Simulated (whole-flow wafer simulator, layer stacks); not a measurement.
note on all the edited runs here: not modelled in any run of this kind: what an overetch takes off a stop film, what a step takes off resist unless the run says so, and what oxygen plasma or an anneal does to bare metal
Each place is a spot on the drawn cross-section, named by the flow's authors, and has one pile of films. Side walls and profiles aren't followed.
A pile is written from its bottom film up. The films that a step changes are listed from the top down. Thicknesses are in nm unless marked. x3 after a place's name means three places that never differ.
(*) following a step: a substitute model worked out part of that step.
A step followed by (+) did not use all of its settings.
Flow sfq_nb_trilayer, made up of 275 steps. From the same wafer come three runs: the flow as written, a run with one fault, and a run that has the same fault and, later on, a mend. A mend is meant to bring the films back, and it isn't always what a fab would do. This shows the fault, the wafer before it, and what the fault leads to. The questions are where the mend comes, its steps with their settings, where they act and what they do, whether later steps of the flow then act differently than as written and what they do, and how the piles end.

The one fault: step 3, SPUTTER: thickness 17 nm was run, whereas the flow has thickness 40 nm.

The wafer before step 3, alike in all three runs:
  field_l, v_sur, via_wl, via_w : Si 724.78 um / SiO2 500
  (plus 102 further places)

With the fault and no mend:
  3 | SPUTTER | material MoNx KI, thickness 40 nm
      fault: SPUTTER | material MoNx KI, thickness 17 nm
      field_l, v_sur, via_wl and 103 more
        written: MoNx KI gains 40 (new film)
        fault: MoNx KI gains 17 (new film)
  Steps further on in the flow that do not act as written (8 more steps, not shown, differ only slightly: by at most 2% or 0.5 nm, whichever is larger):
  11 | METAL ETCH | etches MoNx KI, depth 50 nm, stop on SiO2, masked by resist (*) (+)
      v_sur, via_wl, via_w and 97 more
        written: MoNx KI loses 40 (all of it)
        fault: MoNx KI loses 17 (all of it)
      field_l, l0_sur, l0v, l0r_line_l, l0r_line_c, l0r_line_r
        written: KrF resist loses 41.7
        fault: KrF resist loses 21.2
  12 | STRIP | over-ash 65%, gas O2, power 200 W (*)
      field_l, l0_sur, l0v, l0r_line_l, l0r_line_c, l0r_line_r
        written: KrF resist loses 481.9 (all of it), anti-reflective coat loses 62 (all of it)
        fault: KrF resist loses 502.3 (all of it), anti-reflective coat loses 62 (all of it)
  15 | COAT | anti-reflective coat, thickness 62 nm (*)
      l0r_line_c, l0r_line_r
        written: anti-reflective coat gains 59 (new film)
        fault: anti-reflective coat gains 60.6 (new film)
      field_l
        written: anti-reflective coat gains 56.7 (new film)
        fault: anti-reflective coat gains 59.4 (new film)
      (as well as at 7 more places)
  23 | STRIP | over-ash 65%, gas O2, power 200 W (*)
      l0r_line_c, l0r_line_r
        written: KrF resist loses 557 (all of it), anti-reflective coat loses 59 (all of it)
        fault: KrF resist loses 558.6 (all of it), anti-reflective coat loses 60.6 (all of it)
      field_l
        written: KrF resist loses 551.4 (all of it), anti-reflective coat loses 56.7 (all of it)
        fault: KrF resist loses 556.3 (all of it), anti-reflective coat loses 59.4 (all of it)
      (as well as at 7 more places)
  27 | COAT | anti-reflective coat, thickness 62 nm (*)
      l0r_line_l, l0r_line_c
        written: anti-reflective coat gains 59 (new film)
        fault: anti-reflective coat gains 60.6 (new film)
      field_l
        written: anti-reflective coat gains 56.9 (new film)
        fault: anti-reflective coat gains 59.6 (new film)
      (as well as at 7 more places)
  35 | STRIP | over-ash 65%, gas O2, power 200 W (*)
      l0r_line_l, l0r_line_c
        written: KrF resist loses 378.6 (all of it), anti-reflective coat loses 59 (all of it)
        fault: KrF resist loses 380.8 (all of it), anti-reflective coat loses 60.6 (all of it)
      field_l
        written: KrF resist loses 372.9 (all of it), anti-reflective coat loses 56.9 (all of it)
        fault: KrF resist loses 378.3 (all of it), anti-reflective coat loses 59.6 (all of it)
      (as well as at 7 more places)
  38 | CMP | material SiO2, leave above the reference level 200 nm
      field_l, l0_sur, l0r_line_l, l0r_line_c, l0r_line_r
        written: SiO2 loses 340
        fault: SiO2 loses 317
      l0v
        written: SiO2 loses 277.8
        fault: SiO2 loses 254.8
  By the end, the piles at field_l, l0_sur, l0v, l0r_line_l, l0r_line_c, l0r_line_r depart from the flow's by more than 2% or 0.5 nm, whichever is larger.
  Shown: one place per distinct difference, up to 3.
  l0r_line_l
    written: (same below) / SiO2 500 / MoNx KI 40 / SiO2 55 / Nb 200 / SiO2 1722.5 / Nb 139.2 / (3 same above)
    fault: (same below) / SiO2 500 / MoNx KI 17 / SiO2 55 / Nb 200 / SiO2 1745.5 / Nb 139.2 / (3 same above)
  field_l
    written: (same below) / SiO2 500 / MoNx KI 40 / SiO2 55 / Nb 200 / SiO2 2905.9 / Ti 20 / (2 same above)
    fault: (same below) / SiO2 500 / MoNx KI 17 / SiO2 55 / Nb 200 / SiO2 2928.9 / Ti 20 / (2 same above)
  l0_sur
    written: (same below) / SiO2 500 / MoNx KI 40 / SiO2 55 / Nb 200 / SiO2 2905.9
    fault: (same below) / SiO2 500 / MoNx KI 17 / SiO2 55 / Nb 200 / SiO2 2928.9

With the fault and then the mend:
  After step 3 comes the mend.
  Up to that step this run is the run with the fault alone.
  3a | SPUTTER | material MoNx KI, thickness 23 nm (the flow's step 3, run once more with other settings)
      field_l, v_sur, via_wl and 103 more
        MoNx KI gains 23
  Every later step of the flow that is run acts as written at every place that is followed.
  By the end, the piles equal the flow's at every place that both follow.
